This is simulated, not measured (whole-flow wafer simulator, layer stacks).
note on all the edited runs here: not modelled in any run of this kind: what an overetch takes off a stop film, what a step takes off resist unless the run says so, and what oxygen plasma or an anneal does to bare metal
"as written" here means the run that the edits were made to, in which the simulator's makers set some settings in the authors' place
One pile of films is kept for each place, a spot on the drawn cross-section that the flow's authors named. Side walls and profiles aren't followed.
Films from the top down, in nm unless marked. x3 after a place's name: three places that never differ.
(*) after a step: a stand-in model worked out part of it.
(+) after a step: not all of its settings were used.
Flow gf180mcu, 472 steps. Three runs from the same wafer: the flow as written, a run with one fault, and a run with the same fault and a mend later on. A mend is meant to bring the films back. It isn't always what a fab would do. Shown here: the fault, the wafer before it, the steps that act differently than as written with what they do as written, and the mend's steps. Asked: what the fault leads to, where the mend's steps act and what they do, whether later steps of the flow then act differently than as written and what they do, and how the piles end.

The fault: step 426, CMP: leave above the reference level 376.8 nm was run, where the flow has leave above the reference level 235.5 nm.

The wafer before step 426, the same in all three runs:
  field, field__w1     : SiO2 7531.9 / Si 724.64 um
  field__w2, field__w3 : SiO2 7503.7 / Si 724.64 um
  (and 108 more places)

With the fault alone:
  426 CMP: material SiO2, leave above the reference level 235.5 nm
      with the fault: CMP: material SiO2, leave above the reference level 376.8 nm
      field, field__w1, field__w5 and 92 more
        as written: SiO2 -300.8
        with the fault: SiO2 -159.5
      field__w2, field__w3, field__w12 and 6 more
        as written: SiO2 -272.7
        with the fault: SiO2 -131.4
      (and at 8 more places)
  Later steps of the flow that act differently than as written (1 more step differs only slightly, by at most 2% or 0.5 nm, whichever is larger, and isn't shown):
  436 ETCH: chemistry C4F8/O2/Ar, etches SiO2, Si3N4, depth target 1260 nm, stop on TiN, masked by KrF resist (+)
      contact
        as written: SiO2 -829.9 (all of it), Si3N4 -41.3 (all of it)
        with the fault: SiO2 -971.2 (all of it), Si3N4 -41.3 (all of it)
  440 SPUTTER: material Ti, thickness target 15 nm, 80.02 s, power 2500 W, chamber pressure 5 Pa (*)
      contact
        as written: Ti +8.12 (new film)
        with the fault: Ti +7.49 (new film)
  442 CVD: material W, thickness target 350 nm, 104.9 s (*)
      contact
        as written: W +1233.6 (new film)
        with the fault: W +1375.9 (new film)
  At the end the piles differ from the flow's by more than 2% or 0.5 nm, whichever is larger, at field__w4, field__w8, contact and 9 more.
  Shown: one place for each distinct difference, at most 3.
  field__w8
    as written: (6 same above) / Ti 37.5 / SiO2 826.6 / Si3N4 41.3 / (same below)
    with the fault: (6 same above) / Ti 37.5 / SiO2 967.9 / Si3N4 41.3 / (same below)
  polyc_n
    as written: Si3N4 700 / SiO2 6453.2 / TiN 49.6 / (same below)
    with the fault: Si3N4 700 / SiO2 6594.5 / TiN 49.6 / (same below)
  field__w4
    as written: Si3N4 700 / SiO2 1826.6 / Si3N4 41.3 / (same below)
    with the fault: Si3N4 700 / SiO2 1967.9 / Si3N4 41.3 / (same below)

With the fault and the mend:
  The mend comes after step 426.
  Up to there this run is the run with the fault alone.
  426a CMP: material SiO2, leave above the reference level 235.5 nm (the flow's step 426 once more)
      field, field__w1, field__w2 and 109 more
        SiO2 -141.3
  No later step of the flow acts differently than as written at any place that is followed.
  At the end the piles are the same as the flow's at every place that both follow.
